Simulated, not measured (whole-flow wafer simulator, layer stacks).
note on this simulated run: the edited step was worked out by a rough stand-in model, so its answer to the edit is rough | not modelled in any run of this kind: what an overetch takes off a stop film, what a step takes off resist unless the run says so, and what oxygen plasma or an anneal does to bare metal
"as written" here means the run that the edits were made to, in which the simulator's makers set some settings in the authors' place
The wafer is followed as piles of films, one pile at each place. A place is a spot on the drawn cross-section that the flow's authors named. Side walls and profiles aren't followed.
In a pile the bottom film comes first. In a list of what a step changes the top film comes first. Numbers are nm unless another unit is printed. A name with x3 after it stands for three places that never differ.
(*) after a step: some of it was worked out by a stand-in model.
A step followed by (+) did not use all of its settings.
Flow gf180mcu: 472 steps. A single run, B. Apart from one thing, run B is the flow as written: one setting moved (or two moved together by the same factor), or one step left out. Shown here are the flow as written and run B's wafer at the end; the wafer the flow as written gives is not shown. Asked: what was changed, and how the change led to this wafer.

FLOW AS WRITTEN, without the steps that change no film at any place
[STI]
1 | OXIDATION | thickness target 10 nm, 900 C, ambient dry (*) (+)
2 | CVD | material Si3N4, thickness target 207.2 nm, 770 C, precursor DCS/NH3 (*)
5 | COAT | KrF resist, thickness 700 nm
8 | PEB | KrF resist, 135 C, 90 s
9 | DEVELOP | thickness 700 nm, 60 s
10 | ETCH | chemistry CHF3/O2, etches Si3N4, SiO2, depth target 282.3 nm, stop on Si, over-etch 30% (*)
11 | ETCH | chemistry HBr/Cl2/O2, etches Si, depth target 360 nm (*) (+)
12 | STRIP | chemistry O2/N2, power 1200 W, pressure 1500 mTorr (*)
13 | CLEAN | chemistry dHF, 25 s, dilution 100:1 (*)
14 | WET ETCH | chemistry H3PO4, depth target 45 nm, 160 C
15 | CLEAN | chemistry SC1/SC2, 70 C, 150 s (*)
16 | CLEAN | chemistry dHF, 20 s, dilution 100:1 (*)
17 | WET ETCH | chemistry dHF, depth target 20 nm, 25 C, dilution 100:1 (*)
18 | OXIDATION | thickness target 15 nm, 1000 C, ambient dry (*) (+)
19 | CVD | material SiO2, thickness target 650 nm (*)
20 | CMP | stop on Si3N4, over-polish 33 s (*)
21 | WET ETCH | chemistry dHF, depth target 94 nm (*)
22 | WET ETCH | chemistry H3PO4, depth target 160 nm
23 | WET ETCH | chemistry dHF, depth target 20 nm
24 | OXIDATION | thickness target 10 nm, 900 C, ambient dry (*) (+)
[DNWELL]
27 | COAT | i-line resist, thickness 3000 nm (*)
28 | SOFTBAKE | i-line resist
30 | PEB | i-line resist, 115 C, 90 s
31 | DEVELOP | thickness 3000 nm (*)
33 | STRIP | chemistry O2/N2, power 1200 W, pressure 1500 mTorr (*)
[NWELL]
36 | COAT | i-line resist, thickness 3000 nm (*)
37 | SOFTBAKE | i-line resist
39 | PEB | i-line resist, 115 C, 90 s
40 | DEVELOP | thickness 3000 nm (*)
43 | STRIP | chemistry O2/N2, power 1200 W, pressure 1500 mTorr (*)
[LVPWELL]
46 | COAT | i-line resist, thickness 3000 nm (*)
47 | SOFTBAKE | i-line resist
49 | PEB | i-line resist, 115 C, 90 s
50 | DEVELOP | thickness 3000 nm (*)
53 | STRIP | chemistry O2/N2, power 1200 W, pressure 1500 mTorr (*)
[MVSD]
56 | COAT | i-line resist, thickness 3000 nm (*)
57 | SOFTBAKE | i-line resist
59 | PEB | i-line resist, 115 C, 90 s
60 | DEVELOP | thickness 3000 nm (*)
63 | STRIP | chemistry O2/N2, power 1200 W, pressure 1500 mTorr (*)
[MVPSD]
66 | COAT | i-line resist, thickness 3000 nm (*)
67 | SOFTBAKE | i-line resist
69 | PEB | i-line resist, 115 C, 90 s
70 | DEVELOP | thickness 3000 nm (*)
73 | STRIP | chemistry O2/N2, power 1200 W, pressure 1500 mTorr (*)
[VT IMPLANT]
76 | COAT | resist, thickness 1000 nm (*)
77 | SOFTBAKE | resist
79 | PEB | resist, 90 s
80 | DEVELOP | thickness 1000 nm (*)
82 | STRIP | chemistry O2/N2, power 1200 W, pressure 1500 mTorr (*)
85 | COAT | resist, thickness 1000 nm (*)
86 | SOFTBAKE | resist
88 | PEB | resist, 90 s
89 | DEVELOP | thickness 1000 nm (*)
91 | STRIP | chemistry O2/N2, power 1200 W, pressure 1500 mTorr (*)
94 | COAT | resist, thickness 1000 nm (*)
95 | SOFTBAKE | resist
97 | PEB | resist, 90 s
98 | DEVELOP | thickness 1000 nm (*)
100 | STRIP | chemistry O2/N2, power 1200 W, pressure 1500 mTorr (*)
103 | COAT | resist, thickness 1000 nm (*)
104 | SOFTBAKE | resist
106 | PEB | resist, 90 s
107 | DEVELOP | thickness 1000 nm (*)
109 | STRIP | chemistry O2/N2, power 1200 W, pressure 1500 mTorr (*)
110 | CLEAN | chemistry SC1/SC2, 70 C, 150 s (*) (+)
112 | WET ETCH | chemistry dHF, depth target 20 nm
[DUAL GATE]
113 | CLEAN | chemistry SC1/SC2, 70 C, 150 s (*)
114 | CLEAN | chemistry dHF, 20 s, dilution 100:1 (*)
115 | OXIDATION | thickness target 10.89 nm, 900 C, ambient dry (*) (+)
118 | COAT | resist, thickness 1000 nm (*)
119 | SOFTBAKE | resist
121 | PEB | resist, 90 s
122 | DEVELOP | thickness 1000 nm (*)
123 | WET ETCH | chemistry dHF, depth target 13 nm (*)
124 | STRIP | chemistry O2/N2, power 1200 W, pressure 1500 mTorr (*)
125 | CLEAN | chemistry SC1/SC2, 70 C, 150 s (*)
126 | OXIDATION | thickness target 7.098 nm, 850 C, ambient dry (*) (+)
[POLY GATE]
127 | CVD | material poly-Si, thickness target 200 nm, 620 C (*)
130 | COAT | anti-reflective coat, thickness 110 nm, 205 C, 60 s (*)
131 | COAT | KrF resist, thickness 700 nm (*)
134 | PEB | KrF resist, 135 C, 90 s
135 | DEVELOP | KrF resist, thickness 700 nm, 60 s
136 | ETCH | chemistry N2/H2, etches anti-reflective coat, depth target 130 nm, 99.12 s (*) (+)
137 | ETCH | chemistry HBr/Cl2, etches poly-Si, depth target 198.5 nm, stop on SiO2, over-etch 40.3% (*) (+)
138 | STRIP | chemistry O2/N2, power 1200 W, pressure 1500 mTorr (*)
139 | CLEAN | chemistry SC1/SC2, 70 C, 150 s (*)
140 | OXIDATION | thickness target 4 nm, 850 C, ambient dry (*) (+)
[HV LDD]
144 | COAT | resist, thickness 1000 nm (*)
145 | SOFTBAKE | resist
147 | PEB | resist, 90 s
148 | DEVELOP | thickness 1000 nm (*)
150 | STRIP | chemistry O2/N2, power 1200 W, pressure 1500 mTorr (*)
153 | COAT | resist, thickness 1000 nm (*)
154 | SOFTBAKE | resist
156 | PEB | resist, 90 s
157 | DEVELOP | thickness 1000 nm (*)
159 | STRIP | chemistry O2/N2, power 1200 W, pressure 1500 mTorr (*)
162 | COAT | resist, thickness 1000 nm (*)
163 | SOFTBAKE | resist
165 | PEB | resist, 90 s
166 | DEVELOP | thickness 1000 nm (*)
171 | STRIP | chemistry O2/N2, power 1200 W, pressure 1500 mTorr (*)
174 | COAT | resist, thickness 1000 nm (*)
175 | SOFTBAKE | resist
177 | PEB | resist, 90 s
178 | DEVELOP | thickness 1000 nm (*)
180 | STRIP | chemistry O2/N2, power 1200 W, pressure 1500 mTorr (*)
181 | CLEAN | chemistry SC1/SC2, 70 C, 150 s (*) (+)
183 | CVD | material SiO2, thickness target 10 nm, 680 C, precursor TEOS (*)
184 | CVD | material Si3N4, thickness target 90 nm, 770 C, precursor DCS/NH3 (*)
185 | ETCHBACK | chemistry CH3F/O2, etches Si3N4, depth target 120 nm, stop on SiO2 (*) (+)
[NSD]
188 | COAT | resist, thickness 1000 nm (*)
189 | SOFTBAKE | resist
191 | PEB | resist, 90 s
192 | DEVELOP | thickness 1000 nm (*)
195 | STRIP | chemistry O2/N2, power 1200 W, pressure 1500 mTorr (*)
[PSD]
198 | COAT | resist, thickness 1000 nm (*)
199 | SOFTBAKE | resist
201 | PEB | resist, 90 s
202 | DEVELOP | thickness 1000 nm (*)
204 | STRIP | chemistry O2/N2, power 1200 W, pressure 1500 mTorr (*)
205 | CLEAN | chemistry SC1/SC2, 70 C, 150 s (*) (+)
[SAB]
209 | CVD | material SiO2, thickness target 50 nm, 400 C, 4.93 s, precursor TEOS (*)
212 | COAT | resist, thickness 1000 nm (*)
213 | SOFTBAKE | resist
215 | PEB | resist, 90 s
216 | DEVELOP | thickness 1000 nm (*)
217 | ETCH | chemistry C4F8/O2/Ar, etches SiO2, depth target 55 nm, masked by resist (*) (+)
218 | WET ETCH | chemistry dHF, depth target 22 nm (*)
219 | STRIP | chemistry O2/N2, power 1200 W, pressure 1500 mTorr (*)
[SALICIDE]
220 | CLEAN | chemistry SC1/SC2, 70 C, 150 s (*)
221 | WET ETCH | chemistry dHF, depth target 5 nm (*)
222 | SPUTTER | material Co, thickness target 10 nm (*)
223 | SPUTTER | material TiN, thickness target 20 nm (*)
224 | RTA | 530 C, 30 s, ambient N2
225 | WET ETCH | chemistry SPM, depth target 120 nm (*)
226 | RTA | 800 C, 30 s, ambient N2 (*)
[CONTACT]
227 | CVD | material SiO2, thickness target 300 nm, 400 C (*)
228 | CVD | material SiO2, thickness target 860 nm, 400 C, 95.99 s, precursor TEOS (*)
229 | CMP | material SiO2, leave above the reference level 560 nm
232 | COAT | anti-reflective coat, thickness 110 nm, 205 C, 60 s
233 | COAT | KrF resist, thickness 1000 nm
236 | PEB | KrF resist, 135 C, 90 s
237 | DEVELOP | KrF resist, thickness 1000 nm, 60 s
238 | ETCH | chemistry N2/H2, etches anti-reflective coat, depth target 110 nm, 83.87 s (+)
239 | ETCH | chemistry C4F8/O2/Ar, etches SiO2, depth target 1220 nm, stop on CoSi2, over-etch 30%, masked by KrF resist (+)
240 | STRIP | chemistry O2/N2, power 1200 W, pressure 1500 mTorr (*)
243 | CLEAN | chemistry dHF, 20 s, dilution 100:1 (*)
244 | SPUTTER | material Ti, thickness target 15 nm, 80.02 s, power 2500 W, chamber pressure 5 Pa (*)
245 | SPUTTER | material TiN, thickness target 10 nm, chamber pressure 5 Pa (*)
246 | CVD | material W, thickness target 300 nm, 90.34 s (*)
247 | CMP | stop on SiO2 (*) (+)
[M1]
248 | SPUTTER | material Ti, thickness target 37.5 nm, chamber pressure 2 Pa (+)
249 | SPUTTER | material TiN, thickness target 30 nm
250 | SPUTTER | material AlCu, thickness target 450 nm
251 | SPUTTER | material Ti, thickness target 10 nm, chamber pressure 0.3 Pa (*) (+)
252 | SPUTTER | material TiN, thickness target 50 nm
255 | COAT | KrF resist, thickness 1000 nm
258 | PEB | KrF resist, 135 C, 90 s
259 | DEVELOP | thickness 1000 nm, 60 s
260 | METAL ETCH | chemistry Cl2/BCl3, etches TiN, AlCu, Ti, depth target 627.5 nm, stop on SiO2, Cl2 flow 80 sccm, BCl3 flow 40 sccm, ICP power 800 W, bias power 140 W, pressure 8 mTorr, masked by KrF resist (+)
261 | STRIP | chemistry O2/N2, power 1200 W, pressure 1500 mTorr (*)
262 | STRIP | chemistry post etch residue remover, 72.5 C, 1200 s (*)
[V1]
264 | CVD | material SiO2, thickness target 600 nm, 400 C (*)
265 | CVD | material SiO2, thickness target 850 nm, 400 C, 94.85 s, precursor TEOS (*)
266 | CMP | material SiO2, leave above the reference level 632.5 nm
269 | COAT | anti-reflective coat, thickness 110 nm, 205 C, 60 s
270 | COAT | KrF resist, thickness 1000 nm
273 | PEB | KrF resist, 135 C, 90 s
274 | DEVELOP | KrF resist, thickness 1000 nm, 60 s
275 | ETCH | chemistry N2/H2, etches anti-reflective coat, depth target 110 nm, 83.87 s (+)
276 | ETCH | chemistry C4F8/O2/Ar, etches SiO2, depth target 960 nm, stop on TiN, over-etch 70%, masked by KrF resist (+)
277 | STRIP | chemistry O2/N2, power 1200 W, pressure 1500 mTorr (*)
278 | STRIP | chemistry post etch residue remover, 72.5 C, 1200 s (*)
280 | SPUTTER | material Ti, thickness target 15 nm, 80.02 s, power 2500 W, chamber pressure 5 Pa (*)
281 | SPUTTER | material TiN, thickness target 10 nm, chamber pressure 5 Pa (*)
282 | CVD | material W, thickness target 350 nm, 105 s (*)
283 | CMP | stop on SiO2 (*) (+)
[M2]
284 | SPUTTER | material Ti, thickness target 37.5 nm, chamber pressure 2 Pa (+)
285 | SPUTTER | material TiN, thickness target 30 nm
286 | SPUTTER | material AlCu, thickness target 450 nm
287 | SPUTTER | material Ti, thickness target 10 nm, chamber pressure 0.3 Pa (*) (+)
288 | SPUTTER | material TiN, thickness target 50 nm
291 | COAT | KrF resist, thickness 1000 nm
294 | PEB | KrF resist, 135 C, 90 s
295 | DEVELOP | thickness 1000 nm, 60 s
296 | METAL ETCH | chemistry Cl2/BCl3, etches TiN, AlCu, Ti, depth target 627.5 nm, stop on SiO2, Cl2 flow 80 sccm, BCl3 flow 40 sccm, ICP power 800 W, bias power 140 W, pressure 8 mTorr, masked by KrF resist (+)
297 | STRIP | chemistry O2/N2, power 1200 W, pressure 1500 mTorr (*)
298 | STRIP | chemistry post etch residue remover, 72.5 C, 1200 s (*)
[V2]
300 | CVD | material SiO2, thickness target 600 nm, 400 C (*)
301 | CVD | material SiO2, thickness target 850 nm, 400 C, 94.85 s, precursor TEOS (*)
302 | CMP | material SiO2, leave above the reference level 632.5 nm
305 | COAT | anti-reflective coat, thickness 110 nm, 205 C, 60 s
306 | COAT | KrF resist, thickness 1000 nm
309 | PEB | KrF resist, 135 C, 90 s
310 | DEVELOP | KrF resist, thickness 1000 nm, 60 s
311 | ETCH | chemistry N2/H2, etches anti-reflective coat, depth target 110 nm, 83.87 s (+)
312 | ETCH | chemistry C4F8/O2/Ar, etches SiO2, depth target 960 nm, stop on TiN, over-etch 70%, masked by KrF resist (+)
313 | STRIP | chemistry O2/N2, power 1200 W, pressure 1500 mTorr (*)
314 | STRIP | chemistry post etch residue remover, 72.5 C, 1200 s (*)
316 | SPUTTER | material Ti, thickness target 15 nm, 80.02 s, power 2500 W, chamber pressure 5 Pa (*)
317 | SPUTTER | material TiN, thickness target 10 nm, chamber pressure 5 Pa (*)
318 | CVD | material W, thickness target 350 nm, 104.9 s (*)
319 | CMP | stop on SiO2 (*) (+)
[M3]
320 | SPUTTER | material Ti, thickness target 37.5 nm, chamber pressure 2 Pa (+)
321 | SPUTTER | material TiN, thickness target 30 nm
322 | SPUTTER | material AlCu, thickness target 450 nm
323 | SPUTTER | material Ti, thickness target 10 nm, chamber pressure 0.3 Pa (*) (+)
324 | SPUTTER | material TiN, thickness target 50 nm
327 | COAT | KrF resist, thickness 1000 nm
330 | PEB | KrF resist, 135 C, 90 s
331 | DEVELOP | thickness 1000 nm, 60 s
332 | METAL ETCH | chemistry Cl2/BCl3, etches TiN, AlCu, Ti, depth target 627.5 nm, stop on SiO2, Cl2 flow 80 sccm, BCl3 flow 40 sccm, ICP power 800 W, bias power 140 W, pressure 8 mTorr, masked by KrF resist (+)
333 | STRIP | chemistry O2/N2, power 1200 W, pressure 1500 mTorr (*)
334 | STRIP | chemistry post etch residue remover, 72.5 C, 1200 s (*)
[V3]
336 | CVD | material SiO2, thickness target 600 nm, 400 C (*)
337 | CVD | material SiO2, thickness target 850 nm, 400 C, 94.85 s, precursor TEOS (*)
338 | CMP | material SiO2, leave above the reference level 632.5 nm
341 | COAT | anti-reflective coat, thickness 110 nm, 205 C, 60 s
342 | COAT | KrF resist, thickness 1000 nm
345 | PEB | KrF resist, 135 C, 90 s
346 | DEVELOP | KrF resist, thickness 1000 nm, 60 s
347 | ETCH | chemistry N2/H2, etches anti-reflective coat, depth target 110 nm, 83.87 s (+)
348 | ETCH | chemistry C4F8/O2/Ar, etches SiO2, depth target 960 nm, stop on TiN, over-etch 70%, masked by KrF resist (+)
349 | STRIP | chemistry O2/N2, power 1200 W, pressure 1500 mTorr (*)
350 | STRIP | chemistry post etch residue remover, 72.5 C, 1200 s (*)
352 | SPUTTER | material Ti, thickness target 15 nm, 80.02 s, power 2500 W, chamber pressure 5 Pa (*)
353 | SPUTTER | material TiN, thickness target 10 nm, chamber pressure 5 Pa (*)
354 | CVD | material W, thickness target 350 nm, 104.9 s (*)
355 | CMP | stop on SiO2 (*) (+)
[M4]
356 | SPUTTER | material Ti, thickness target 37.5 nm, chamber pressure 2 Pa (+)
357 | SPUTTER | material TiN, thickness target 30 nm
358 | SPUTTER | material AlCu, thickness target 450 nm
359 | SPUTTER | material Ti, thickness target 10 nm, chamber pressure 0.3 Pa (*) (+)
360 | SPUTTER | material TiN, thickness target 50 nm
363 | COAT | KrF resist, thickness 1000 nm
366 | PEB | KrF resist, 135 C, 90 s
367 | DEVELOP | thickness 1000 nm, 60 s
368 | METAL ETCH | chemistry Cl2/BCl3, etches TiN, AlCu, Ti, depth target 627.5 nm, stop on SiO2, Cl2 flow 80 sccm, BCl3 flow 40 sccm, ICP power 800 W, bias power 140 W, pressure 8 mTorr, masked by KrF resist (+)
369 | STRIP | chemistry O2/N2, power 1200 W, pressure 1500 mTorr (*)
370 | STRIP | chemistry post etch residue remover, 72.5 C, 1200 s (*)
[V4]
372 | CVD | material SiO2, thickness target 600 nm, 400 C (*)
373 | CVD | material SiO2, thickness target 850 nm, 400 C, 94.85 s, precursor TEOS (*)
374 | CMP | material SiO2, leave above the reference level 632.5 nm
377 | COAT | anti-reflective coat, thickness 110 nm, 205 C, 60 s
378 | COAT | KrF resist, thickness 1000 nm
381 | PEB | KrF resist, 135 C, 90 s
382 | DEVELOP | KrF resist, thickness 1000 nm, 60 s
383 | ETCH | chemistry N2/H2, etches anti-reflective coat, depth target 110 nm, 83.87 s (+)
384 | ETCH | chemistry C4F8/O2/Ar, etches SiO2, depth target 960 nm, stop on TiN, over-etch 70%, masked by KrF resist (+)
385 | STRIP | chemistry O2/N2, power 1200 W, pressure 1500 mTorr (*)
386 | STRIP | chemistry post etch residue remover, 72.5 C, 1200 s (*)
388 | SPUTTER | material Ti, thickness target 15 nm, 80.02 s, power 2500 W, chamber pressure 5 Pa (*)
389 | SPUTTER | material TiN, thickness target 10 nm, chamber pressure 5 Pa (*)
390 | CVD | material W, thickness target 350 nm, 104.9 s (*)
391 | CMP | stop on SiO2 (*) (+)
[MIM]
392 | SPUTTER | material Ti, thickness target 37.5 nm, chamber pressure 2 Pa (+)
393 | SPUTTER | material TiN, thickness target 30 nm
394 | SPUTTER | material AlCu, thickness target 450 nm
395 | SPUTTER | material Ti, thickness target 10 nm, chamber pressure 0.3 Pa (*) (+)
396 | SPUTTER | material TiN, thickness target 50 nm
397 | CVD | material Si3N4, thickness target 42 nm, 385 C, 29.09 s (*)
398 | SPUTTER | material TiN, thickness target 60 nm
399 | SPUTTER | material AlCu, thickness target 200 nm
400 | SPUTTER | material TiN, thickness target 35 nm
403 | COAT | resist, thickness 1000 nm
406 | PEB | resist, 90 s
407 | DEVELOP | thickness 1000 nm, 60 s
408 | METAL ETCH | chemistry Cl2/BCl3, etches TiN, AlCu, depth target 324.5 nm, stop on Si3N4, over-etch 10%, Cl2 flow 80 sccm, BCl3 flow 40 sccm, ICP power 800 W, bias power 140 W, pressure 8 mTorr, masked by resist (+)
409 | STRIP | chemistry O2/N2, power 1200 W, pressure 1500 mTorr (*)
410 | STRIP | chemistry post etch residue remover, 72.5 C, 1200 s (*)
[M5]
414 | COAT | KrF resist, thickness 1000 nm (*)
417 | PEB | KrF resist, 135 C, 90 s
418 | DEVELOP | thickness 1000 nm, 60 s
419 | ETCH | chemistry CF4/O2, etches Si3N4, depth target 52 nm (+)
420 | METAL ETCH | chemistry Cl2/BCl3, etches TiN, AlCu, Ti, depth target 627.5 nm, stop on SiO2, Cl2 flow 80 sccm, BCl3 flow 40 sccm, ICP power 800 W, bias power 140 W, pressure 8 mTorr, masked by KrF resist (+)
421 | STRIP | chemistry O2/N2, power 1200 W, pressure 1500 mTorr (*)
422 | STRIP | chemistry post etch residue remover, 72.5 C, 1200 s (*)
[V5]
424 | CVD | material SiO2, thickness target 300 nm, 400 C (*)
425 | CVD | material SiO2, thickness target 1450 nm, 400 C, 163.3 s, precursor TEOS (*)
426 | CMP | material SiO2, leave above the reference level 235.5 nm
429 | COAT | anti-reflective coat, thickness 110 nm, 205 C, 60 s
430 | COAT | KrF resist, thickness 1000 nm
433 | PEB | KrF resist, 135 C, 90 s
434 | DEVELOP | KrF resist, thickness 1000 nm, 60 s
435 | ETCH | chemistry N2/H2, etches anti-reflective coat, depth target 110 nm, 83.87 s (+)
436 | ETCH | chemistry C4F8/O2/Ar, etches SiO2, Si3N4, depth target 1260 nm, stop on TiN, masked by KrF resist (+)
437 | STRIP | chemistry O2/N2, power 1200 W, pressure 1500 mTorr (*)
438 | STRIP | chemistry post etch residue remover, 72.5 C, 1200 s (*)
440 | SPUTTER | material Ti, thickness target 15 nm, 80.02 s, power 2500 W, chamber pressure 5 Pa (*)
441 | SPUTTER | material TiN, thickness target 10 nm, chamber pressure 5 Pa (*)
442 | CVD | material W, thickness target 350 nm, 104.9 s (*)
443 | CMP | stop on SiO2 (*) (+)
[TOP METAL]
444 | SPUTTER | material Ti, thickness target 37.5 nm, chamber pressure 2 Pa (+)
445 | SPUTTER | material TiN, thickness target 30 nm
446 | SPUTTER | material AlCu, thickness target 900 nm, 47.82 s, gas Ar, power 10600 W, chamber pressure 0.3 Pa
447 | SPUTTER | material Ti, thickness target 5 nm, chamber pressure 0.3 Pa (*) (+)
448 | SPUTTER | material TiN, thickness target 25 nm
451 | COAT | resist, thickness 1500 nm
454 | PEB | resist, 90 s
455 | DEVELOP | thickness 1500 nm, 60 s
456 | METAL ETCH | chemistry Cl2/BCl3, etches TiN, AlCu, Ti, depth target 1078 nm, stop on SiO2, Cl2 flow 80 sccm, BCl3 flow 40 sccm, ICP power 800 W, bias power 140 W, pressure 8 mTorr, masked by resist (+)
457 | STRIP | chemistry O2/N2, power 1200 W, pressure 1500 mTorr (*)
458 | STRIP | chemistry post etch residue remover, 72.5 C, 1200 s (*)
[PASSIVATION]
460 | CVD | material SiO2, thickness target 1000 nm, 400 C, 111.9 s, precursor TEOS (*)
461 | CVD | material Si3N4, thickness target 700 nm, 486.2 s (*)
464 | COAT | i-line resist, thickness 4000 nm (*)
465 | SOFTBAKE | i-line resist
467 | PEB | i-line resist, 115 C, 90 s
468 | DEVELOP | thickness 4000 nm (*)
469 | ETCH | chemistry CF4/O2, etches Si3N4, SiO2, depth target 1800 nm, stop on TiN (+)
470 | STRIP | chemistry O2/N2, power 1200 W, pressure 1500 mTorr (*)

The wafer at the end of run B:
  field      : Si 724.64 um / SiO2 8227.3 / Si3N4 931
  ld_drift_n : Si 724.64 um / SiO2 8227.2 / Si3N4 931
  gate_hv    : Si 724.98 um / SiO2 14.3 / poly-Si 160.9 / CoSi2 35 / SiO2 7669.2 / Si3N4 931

What caused this: step 461, CVD: thickness target 931 nm was run, while the flow as written has thickness target 700 nm; step 469, ETCH: depth target 2390 nm was run, where the flow has depth target 1800 nm.
The wafer lets one read it off: field has Si3N4 931, and step 461 as written asks for 700 nm.

The path from the change to this, step by step:
  461 | CVD | material Si3N4, thickness target 700 nm, 486.2 s (*)
      field, field__w1, field__w2 and 109 more: +931 Si3N4 (new film) (it would be, as written: +700 Si3N4 (new film))
  465 | SOFTBAKE | i-line resist
      field__w5, field__w9: +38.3 i-line resist (it would be, as written: +37.3 i-line resist)
      field__w13, nw_enc_fld_lv__w4: +38.9 i-line resist (it would be, as written: +37.9 i-line resist)
      (and at 38 other places as well)
  469 | ETCH | chemistry CF4/O2, etches Si3N4, SiO2, depth target 1800 nm, stop on TiN (+)
      field, field__w1, field__w2 and 108 more: -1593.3 i-line resist (it would be, as written: -1200 i-line resist)
      pad: -931 Si3N4 (all of it), -1000 SiO2 (all of it) (it would be, as written: -700 Si3N4 (all of it), -1000 SiO2 (all of it))
  470 | STRIP | chemistry O2/N2, power 1200 W, pressure 1500 mTorr (*)
      iso_ptap_pw, iso_ntap_nw, iso_nw_fld and 33 more: -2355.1 i-line resist (all of it) (it would be, as written: -2748.5 i-line resist (all of it))
      p_well, sti, spacer, sd_n, mim_1p0, dice_street: -2361.5 i-line resist (all of it) (it would be, as written: -2754.7 i-line resist (all of it))
      (and at 69 other places as well)
